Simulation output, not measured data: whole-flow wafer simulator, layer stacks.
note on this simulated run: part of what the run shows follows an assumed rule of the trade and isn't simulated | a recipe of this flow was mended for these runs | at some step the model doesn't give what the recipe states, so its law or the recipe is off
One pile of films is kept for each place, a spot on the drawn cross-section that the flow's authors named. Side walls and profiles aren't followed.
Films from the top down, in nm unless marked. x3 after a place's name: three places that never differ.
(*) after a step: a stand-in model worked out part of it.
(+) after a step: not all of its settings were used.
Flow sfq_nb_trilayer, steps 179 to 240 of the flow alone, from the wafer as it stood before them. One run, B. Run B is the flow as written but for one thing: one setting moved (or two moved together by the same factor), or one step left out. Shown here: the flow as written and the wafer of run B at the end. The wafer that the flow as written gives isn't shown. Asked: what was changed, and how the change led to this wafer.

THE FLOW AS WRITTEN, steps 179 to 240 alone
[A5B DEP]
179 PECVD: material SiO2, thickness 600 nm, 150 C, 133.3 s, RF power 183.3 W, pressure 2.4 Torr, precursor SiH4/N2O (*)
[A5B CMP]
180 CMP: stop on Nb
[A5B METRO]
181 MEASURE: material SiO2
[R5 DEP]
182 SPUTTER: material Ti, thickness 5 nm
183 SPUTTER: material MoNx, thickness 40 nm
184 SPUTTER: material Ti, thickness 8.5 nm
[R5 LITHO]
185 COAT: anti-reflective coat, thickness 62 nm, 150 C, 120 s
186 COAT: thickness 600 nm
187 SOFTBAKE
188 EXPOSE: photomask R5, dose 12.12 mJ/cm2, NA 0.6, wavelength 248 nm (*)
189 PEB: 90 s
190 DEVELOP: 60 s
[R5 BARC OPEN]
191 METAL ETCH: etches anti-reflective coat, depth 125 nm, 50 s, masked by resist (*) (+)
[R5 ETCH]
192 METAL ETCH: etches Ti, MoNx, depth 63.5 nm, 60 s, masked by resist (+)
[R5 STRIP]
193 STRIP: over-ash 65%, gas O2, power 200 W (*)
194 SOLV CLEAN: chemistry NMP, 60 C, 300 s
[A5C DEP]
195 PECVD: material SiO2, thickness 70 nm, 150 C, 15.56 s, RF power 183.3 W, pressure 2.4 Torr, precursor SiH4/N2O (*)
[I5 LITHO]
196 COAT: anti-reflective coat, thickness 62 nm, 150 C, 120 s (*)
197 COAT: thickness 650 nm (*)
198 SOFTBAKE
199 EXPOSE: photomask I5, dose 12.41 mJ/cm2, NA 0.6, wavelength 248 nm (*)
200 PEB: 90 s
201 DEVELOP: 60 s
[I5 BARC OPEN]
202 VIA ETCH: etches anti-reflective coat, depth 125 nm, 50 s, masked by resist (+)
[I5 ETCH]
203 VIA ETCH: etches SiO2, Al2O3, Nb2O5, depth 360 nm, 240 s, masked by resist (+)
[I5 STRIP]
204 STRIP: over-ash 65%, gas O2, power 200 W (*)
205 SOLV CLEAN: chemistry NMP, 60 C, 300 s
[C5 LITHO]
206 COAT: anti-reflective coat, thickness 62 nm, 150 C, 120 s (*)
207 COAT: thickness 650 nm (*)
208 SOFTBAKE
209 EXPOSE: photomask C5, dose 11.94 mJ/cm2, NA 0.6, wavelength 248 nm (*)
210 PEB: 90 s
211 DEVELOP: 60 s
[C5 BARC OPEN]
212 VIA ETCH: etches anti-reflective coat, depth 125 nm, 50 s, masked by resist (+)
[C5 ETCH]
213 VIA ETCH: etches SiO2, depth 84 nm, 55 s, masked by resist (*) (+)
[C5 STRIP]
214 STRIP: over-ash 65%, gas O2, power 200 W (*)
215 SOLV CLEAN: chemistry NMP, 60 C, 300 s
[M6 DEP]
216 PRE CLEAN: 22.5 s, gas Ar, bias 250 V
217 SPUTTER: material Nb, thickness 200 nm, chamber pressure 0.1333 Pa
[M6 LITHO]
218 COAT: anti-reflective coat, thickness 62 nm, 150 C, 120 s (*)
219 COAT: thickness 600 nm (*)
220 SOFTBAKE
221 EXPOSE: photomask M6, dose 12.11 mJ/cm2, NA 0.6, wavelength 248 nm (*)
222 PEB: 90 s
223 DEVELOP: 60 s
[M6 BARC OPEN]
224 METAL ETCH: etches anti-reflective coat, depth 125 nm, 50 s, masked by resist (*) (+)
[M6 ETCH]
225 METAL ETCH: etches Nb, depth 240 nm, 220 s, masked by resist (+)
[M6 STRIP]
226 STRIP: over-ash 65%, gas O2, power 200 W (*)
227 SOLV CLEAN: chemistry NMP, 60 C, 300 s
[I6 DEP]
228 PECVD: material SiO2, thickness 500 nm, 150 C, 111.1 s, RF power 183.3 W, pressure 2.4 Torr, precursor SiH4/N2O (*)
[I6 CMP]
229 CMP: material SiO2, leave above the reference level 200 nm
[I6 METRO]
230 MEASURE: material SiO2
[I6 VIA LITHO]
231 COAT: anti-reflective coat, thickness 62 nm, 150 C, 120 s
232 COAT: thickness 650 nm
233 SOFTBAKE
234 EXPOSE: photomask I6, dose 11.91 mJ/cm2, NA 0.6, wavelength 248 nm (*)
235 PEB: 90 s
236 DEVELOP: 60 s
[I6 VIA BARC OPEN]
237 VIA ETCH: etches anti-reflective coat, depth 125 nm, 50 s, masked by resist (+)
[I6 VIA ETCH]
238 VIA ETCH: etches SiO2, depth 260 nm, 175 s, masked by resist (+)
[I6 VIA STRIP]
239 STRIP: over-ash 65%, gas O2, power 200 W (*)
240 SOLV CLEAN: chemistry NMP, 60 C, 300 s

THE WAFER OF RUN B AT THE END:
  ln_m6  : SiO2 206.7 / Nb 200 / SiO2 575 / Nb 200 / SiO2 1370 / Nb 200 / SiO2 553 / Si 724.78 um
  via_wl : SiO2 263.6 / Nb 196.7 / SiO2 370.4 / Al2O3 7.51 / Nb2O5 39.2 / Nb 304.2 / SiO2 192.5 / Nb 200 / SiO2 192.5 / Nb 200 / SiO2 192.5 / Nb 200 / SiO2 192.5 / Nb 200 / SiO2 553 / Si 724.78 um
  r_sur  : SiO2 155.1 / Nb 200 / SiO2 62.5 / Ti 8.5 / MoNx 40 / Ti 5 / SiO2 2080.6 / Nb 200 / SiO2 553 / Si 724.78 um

The cause: step 179, PECVD: thickness 330 nm was run, where the flow has thickness 600 nm; step 179, PECVD: 73.33 s was run, where the flow has 133.3 s.

How the change led to this, step by step:
  179 PECVD: material SiO2, thickness 600 nm, 150 C, 133.3 s, RF power 183.3 W, pressure 2.4 Torr, precursor SiH4/N2O (*)
      v_sur, via_sp, via_v and 47 more: SiO2 +330 (new film) (as written it would be: SiO2 +600 (new film))
      field_l, lsp_m, ln_m6 and 44 more: SiO2 +330 (as written it would be: SiO2 +600)
      (and at 9 more places)
  180 CMP: stop on Nb
      field_l, lsp_m, ln_m6 and 44 more: nothing (as written it would be: SiO2 -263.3)
      r_sur, res, r_end, moat, field_r, lsp_l: nothing (as written it would be: SiO2 -256.4)
      (and at 53 more places)
  182 SPUTTER: material Ti, thickness 5 nm
      via_wl, via_wr: Ti +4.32 (new film) (as written it would be: Ti +5 (new film))
  183 SPUTTER: material MoNx, thickness 40 nm
      via_wl, via_wr: MoNx +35 (new film) (as written it would be: MoNx +40 (new film))
  184 SPUTTER: material Ti, thickness 8.5 nm
      via_wl, via_wr: Ti +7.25 (new film) (as written it would be: Ti +8.5 (new film))
  185 COAT: anti-reflective coat, thickness 62 nm, 150 C, 120 s
      wl_b_sl, wl_b_sr, wl_e_sl, wl_e_sr: anti-reflective coat +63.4 (new film) (as written it would be: anti-reflective coat +62 (new film))
      wl_b_m5, wl_e_m5, wl_g_m5: anti-reflective coat +57.9 (new film) (as written it would be: anti-reflective coat +62 (new film))
      (and at 23 more places)
  186 COAT: thickness 600 nm
      via_wl: KrF-resist-other-grade +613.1 (new film) (as written it would be: KrF-resist-other-grade +600 (new film))
      via_w: KrF-resist-other-grade +615.7 (new film) (as written it would be: KrF-resist-other-grade +600 (new film))
      (and at 1 more place)
  190 DEVELOP: 60 s
      via_wl: KrF-resist-other-grade -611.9 (all of it) (as written it would be: KrF-resist-other-grade -598.7 (all of it))
      via_w: KrF-resist-other-grade -614.4 (all of it) (as written it would be: KrF-resist-other-grade -598.7 (all of it))
      (and at 1 more place)
  191 METAL ETCH: etches anti-reflective coat, depth 125 nm, 50 s, masked by resist (*) (+)
      wl_b_sl, wl_b_sr, wl_e_sl, wl_e_sr: anti-reflective coat -63.4 (all of it) (as written it would be: anti-reflective coat -62 (all of it))
      wl_b_m5, wl_e_m5, wl_g_m5: anti-reflective coat -57.9 (all of it) (as written it would be: anti-reflective coat -62 (all of it))
      (and at 20 more places)
  192 METAL ETCH: etches Ti, MoNx, depth 63.5 nm, 60 s, masked by resist (+)
      via_wl, via_wr: Ti -7.25 (all of it), MoNx -35 (all of it), Ti -4.32 (all of it), SiO2 -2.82 (as written it would be: Ti -8.5 (all of it), MoNx -40 (all of it), Ti -5 (all of it), SiO2 -1.67)
  193 STRIP: over-ash 65%, gas O2, power 200 W (*)
      be_r: KrF-resist-other-grade -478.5 (all of it), anti-reflective coat -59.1 (all of it) (as written it would be: KrF-resist-other-grade -480.4 (all of it), anti-reflective coat -62 (all of it))
      r_sur: KrF-resist-other-grade -480.5 (all of it), anti-reflective coat -66 (all of it) (as written it would be: KrF-resist-other-grade -480.4 (all of it), anti-reflective coat -62 (all of it))
      (and at 1 more place)
  196 COAT: anti-reflective coat, thickness 62 nm, 150 C, 120 s (*)
      wl_b_sl, wl_b_sr, wl_e_sl, wl_e_sr: anti-reflective coat +63.4 (new film) (as written it would be: anti-reflective coat +62 (new film))
      wl_b_m5, wl_e_m5: anti-reflective coat +58 (new film) (as written it would be: anti-reflective coat +62 (new film))
      (and at 23 more places)
  197 COAT: thickness 650 nm (*)
      via_w: KrF-resist-other-grade +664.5 (new film) (as written it would be: KrF-resist-other-grade +650.7 (new film))
  204 STRIP: over-ash 65%, gas O2, power 200 W (*)
      wl_b_sr, wl_e_sl, wl_e_sr: KrF-resist-other-grade -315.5 (all of it), anti-reflective coat -63.4 (all of it) (as written it would be: KrF-resist-other-grade -315.6 (all of it), anti-reflective coat -62 (all of it))
      wl_b_m5, wl_e_m5: KrF-resist-other-grade -314.5 (all of it), anti-reflective coat -58 (all of it) (as written it would be: KrF-resist-other-grade -315.6 (all of it), anti-reflective coat -62 (all of it))
      (and at 24 more places)
  206 COAT: anti-reflective coat, thickness 62 nm, 150 C, 120 s (*)
      wl_b_sl, wl_b_sr, wl_e_sl, wl_e_sr: anti-reflective coat +63.4 (new film) (as written it would be: anti-reflective coat +62 (new film))
      wl_b_m5, wl_e_m5: anti-reflective coat +58 (new film) (as written it would be: anti-reflective coat +62 (new film))
      (and at 25 more places)
  207 COAT: thickness 650 nm (*)
      via_w: KrF-resist-other-grade +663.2 (new film) (as written it would be: KrF-resist-other-grade +649.3 (new film))
  ... 6 more steps ...
  229 CMP: material SiO2, leave above the reference level 200 nm
      field_l, p4_fl, p4_fm and 35 more: SiO2 -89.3 (as written it would be: SiO2 -96)
      ln_m6, wl_a_m6, wl_c_m6, wl_f_m6: SiO2 -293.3 (as written it would be: SiO2 -300)
      (and at 14 more places)
